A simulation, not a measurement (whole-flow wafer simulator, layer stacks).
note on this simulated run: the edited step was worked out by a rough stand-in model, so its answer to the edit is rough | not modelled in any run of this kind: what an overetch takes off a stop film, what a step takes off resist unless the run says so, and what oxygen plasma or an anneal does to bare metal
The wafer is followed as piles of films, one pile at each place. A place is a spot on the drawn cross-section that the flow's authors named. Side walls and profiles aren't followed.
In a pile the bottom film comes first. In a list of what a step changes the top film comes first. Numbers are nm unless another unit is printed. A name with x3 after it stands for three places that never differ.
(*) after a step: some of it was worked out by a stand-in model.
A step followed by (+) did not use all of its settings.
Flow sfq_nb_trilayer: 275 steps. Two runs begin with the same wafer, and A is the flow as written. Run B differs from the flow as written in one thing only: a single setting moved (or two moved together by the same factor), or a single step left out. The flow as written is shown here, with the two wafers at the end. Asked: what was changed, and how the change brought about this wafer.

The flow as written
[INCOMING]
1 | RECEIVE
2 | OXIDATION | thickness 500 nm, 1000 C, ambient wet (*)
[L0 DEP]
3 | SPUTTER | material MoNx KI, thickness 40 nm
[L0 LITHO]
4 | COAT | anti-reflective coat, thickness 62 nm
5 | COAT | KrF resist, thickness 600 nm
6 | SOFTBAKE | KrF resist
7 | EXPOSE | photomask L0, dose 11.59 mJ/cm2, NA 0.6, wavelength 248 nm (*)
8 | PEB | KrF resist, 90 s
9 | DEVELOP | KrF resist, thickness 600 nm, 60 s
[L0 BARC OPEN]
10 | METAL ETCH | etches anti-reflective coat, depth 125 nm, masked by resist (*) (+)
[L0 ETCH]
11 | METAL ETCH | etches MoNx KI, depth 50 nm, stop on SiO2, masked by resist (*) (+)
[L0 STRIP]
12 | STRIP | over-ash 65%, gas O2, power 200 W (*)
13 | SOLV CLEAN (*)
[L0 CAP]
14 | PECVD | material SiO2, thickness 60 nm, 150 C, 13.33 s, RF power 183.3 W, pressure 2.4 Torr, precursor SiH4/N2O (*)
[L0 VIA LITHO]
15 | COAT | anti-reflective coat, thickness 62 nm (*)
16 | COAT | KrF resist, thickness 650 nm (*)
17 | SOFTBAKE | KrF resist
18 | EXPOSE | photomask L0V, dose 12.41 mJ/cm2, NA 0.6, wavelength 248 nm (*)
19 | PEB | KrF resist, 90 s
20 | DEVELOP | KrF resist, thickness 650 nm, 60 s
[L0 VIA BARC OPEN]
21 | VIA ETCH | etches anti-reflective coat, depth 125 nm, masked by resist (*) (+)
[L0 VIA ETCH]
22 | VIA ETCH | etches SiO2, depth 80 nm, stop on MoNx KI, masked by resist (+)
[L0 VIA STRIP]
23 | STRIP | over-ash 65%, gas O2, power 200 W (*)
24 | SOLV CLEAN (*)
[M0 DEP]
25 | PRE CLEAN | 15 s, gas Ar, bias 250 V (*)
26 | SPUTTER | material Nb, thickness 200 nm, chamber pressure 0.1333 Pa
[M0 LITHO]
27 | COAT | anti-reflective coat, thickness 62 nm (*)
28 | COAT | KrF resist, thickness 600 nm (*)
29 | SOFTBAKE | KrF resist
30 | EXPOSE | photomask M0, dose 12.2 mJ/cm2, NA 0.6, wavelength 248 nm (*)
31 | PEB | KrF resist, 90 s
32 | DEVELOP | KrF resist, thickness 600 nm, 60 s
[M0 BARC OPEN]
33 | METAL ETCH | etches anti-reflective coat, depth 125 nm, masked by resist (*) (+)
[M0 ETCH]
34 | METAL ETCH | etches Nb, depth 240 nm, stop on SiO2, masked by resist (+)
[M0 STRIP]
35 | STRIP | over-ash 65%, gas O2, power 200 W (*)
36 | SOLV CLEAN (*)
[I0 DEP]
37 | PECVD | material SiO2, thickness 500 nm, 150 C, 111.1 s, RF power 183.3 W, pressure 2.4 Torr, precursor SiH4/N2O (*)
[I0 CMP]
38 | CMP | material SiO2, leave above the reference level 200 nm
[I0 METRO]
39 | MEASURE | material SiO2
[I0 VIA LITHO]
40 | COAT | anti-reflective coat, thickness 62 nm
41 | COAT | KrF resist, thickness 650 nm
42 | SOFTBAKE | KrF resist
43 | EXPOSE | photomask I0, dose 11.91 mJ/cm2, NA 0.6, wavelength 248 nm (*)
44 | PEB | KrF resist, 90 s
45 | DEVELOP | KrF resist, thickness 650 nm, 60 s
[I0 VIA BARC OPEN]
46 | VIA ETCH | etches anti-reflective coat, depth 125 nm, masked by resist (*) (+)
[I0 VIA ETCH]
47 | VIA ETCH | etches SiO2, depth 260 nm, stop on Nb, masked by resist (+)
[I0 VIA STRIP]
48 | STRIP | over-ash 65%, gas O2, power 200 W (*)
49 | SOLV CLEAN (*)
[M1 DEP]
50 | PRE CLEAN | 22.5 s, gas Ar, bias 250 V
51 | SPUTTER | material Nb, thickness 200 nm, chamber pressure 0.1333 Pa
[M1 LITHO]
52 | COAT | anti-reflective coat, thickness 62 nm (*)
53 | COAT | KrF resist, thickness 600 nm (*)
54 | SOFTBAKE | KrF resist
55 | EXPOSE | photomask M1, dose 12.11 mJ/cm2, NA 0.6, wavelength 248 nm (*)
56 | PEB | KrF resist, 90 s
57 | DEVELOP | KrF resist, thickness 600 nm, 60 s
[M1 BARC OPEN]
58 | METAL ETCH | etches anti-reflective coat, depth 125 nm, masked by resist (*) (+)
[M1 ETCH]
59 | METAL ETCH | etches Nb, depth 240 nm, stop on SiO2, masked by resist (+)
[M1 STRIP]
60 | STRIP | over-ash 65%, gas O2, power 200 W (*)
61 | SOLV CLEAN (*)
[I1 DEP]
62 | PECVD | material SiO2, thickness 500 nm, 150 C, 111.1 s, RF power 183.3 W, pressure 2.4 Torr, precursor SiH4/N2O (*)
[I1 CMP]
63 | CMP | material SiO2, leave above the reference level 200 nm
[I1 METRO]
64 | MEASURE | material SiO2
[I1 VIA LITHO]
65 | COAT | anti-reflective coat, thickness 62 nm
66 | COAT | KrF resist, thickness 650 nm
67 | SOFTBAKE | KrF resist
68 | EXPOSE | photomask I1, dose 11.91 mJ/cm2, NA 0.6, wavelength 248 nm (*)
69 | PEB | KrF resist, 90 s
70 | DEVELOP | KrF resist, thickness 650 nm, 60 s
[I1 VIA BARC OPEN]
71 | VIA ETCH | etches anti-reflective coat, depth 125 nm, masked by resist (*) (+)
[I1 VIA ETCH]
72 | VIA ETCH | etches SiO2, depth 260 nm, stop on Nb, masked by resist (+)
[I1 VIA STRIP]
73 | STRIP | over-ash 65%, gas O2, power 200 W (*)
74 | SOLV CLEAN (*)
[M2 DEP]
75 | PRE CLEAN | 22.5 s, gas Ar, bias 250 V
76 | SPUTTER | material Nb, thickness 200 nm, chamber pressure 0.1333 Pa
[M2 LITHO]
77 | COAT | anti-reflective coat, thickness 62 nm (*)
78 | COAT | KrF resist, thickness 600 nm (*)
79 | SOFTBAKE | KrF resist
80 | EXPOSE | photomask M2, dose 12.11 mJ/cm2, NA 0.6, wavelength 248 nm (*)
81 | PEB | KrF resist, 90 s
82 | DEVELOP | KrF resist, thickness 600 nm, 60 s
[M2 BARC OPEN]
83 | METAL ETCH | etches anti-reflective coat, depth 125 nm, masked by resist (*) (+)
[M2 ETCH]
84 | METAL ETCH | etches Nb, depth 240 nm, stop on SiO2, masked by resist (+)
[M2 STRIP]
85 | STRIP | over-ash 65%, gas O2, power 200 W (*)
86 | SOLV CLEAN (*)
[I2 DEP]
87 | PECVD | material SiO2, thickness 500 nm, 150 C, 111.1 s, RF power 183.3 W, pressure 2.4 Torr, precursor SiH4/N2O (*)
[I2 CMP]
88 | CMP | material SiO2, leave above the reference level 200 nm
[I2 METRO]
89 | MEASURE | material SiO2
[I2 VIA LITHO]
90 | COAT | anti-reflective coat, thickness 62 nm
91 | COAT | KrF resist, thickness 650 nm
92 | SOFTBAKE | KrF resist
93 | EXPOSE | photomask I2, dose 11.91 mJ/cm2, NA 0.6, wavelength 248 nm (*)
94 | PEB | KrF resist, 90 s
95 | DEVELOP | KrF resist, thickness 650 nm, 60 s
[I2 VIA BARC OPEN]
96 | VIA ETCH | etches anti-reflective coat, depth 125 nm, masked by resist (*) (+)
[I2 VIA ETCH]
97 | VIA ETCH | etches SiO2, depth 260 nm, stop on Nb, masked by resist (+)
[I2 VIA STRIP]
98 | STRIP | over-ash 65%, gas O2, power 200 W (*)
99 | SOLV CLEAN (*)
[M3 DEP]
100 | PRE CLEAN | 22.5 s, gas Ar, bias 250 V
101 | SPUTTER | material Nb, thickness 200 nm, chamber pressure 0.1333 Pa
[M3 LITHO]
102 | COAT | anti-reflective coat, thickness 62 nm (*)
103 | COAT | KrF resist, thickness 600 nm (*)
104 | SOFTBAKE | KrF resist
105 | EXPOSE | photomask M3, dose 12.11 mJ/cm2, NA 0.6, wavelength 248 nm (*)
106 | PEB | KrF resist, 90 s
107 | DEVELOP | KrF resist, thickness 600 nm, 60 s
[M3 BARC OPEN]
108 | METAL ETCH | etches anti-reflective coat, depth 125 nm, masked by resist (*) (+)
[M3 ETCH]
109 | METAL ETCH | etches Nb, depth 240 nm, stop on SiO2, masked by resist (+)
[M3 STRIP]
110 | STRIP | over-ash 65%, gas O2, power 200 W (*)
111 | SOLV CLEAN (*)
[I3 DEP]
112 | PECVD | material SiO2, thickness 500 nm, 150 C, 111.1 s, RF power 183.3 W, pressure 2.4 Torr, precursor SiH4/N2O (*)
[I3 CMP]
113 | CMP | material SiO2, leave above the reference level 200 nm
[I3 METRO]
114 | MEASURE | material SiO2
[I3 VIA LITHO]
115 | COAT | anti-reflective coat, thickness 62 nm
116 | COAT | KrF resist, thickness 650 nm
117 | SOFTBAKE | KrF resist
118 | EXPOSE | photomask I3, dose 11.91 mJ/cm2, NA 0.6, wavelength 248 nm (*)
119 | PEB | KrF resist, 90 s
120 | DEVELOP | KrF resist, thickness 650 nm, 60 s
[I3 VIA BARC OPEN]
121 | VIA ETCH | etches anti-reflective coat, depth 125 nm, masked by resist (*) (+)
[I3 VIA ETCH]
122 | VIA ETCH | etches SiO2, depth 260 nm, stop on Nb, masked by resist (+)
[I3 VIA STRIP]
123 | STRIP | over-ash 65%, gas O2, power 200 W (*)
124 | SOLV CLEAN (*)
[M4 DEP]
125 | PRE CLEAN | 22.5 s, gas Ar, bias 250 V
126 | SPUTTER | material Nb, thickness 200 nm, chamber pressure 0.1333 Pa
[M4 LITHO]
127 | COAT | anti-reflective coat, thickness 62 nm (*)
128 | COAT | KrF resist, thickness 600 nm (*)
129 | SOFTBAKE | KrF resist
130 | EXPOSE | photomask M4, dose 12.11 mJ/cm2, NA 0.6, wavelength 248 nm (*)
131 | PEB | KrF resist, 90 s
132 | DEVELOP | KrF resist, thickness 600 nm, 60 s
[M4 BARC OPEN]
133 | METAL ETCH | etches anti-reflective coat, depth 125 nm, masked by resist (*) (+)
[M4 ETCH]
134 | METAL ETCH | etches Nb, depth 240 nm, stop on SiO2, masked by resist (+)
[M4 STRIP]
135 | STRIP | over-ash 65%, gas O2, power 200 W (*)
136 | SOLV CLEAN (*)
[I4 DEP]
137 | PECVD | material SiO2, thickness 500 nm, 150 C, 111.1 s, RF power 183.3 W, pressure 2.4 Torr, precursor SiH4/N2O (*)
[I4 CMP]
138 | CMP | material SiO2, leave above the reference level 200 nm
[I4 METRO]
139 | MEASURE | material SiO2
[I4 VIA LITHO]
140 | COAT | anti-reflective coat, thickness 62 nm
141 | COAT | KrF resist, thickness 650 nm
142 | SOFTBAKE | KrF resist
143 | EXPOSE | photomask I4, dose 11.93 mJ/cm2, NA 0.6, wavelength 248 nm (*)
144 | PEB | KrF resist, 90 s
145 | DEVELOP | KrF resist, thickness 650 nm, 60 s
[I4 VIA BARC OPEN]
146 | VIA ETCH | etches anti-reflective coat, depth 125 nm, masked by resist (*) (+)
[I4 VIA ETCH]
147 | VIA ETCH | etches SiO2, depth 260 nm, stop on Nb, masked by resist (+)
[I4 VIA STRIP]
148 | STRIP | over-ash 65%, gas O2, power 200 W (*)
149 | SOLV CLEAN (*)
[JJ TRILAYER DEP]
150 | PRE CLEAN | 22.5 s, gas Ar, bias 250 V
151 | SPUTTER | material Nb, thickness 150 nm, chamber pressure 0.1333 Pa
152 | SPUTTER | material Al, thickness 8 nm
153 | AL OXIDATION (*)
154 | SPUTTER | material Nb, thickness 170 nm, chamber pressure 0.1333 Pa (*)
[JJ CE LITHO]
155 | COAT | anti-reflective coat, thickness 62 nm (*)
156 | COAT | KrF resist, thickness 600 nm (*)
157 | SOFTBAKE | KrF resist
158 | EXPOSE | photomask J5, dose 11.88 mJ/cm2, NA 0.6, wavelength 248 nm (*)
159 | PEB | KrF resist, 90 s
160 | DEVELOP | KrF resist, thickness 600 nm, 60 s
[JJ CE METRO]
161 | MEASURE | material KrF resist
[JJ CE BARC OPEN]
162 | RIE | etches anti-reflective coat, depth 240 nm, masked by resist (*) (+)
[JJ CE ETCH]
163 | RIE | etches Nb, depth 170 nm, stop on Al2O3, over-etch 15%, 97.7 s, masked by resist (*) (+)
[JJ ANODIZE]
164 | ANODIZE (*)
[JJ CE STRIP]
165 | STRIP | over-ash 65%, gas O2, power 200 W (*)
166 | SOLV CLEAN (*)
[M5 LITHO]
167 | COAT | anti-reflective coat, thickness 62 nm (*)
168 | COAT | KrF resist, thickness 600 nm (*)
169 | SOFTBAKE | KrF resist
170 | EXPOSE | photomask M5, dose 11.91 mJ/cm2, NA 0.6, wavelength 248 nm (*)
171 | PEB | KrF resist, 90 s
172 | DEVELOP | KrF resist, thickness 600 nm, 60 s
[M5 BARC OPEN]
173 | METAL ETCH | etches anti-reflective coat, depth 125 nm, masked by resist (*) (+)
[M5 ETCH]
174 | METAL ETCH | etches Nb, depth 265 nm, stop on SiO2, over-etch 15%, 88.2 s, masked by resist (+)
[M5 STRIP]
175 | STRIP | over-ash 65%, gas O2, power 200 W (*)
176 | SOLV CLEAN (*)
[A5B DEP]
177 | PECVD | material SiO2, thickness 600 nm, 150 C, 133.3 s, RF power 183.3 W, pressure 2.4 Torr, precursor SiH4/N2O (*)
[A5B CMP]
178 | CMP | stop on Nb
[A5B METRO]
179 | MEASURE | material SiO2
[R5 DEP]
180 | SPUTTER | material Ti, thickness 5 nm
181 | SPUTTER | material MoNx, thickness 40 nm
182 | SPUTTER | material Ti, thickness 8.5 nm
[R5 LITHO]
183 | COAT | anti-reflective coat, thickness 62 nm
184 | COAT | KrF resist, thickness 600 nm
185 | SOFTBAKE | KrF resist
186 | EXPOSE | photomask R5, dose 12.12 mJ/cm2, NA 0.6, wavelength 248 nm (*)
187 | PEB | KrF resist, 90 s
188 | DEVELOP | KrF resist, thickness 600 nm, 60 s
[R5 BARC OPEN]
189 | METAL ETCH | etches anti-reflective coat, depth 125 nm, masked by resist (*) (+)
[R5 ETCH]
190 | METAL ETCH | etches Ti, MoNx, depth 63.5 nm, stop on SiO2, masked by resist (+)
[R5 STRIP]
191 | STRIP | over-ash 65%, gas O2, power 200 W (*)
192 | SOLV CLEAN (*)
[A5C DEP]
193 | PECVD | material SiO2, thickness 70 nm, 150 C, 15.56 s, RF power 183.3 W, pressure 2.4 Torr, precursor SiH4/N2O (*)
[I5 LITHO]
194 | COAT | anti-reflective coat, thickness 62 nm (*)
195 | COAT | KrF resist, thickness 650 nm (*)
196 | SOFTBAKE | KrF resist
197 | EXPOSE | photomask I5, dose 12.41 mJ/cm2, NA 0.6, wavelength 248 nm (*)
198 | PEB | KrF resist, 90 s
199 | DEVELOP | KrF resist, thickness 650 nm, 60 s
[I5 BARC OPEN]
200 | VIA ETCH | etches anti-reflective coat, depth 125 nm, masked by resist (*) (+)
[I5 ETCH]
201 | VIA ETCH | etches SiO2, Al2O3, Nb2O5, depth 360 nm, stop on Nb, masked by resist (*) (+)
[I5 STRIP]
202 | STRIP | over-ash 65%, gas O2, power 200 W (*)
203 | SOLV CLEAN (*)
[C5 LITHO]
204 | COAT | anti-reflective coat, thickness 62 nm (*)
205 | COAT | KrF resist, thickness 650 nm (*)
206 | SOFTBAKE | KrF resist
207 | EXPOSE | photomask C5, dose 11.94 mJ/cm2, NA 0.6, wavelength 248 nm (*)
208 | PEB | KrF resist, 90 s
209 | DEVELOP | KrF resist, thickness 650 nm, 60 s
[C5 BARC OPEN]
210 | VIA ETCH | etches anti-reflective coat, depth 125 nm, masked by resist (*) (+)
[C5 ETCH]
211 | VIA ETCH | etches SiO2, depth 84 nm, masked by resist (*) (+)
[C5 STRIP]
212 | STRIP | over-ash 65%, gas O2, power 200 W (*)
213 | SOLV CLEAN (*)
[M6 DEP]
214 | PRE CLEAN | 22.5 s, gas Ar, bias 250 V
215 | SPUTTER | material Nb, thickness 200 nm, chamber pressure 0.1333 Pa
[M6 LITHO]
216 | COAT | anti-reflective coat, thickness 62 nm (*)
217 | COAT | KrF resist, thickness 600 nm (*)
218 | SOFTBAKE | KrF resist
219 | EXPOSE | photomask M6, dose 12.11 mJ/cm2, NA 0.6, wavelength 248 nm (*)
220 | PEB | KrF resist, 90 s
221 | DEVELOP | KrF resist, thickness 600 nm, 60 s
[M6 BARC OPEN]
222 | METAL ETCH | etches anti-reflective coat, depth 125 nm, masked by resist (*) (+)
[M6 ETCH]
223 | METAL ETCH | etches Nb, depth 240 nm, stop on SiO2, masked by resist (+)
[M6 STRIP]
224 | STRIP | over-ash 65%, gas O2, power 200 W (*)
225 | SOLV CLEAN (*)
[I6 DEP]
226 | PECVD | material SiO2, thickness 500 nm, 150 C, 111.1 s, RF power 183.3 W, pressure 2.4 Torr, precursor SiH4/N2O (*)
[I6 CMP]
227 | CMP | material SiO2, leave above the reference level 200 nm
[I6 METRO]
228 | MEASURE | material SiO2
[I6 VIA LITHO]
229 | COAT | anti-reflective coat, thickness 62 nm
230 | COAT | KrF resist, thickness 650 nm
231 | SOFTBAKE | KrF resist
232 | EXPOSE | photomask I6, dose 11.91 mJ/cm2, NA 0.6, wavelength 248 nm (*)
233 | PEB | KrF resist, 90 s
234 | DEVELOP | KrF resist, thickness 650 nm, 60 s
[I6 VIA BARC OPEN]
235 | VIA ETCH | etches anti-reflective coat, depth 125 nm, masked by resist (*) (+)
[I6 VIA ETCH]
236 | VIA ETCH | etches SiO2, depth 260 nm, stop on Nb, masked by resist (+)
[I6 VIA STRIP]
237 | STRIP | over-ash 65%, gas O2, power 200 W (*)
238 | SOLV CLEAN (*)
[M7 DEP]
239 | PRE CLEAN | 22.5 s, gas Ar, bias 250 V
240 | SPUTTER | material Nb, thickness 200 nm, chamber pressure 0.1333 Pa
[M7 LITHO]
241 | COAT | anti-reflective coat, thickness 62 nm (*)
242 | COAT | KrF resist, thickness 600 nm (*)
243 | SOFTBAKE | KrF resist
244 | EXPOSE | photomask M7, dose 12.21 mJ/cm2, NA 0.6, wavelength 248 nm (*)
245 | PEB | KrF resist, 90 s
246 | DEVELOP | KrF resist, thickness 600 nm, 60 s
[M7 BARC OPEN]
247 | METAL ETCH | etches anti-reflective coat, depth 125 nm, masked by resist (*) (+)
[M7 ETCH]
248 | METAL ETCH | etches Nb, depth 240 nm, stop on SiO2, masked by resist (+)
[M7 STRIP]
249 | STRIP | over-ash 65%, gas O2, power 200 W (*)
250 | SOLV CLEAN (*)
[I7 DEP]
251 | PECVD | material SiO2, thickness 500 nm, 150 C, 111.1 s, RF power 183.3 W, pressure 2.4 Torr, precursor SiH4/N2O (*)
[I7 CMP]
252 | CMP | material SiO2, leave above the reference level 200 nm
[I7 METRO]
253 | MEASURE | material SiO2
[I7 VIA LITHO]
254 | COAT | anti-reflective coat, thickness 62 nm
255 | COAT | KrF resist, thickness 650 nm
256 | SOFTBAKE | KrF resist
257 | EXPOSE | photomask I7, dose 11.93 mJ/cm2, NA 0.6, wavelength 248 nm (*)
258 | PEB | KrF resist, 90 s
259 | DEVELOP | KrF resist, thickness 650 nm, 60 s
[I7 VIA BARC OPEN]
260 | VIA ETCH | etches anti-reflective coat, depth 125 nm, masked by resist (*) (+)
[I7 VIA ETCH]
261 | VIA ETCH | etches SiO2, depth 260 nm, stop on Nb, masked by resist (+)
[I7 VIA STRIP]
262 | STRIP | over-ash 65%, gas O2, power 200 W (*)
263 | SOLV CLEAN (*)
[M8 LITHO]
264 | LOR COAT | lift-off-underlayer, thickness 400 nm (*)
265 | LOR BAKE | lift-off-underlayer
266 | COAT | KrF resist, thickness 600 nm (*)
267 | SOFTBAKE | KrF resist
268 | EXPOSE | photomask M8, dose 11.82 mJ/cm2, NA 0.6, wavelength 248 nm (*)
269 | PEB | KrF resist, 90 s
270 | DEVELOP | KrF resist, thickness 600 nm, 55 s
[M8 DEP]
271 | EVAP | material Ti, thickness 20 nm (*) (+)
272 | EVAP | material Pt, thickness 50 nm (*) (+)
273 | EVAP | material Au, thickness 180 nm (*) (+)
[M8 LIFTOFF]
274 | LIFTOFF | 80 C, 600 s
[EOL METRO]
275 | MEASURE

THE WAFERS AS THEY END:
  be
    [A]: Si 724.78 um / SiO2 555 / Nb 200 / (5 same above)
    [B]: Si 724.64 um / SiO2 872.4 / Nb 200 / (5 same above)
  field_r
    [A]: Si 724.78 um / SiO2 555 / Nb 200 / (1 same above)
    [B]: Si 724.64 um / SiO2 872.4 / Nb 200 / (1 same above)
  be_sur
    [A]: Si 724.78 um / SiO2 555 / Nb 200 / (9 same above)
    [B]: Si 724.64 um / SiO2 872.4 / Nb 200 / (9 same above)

Cause: step 2, OXIDATION: 1100 C was run, while the flow as written has 1000 C.

Step by step, how the change led to this:
  2 | OXIDATION | thickness 500 nm, 1000 C, ambient wet (*)
      field_l, v_sur, via_wl and 103 more: A SiO2 gains 500 (new film), chemical SiO2 loses 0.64 (all of it), Si loses 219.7 | B SiO2 gains 817.4 (new film), chemical SiO2 loses 0.64 (all of it), Si loses 359.4
